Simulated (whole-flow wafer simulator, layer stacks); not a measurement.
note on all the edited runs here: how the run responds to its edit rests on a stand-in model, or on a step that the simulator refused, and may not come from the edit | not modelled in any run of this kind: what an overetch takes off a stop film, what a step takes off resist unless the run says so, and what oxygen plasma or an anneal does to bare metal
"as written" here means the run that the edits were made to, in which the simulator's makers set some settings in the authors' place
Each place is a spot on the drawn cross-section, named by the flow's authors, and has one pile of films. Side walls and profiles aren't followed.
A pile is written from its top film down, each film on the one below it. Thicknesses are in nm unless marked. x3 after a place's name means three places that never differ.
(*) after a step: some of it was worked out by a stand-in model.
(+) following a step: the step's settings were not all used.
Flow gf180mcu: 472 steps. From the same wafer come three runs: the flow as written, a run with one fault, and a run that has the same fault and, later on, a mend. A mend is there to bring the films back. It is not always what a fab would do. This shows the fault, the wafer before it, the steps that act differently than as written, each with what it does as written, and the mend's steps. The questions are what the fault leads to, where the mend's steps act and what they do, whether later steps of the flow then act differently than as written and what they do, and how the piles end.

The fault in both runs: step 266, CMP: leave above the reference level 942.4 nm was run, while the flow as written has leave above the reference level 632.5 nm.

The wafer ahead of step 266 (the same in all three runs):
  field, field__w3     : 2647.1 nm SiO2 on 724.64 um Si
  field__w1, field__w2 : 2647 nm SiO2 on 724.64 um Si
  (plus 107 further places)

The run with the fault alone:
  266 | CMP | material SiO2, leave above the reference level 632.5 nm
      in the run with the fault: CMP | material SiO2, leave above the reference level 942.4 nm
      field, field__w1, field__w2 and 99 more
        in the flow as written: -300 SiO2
        in the run with the fault: nothing
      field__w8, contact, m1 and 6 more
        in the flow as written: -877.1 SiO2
        in the run with the fault: -567.2 SiO2
  Later steps of the flow acting differently than as written (10 more steps, not shown, differ only slightly: by at most 2% or 0.5 nm, whichever is larger):
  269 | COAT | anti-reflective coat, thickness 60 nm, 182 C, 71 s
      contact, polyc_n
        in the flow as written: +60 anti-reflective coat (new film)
        in the run with the fault: +54.1 anti-reflective coat (new film)
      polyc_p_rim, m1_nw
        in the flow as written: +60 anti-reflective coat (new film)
        in the run with the fault: +55.8 anti-reflective coat (new film)
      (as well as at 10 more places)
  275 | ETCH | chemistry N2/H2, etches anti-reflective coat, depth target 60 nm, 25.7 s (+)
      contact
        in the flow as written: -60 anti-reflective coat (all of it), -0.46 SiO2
        in the run with the fault: -54.1 anti-reflective coat (all of it), -0.61 SiO2
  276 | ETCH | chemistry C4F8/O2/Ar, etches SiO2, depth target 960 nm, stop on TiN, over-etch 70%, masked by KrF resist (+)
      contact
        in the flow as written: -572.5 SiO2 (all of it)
        in the run with the fault: -882.2 SiO2 (all of it)
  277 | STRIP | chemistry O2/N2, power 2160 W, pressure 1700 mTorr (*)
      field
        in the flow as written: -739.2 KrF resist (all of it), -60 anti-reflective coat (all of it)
        in the run with the fault: -737.1 KrF resist (all of it), -63.8 anti-reflective coat (all of it)
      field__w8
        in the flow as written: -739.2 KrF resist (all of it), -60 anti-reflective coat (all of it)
        in the run with the fault: -738.3 KrF resist (all of it), -54.2 anti-reflective coat (all of it)
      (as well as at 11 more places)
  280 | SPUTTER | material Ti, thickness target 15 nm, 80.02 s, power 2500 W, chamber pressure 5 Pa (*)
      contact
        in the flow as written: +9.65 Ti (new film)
        in the run with the fault: +8.11 Ti (new film)
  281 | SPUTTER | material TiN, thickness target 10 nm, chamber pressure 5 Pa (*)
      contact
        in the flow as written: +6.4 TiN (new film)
        in the run with the fault: +5.38 TiN (new film)
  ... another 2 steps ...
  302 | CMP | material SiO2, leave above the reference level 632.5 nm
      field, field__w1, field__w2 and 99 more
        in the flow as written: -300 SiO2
        in the run with the fault: -290.6 SiO2
  The piles end different from the flow's at field, field__w1, field__w2 and 109 more by more than 2% or 0.5 nm, whichever is larger.
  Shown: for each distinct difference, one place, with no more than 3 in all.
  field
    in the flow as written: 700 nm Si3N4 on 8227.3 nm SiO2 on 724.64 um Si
    in the run with the fault: 700 nm Si3N4 on 8536.7 nm SiO2 on 724.64 um Si
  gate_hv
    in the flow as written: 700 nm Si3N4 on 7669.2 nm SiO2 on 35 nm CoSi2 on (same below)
    in the run with the fault: 700 nm Si3N4 on 7978.6 nm SiO2 on 35 nm CoSi2 on (same below)
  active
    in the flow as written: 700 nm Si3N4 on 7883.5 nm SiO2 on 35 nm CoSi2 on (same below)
    in the run with the fault: 700 nm Si3N4 on 8192.9 nm SiO2 on 35 nm CoSi2 on (same below)

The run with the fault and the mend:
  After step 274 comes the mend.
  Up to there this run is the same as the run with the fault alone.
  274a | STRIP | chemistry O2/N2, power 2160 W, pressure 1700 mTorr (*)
      field__w2, field__w3, field__w6 and 35 more
        -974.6 KrF resist (all of it), -60 anti-reflective coat (all of it)
      iso_ptap_pw, iso_ntap_nw, iso_nw_fld and 33 more
        -974.5 KrF resist (all of it), -60 anti-reflective coat (all of it)
      p_well, sti, spacer, sd_n, mim_1p0, pad, dice_street
        -974.5 KrF resist (all of it), -60.1 anti-reflective coat (all of it)
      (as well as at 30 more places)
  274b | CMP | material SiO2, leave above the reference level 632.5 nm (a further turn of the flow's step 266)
      field, field__w1, field__w2 and 99 more
        -300 SiO2
      field__w8, contact, m1 and 6 more
        -309.9 SiO2
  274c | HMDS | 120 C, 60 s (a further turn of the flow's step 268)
      leaves every film unchanged at each place that is followed
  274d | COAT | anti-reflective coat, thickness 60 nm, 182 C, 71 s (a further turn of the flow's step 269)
      field, field__w1, field__w2 and 108 more
        +60 anti-reflective coat (new film)
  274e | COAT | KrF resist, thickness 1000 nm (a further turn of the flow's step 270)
      field, field__w1, field__w2 and 108 more
        +1000 KrF resist (new film)
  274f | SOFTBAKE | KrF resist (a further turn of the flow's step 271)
      leaves every film unchanged at each place that is followed
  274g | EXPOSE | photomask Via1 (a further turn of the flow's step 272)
      leaves every film unchanged at each place that is followed
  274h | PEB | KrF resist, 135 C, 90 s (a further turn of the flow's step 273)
      field, field__w1, field__w2 and 108 more
        -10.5 KrF resist
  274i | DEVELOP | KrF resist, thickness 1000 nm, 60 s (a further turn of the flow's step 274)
      field, field__w1, field__w2 and 107 more
        -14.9 KrF resist
      contact
        -989.5 KrF resist (all of it)
  Later steps of the flow that are run all act as written at every place that is followed.
  The piles end the same as the flow's at every place that both follow.
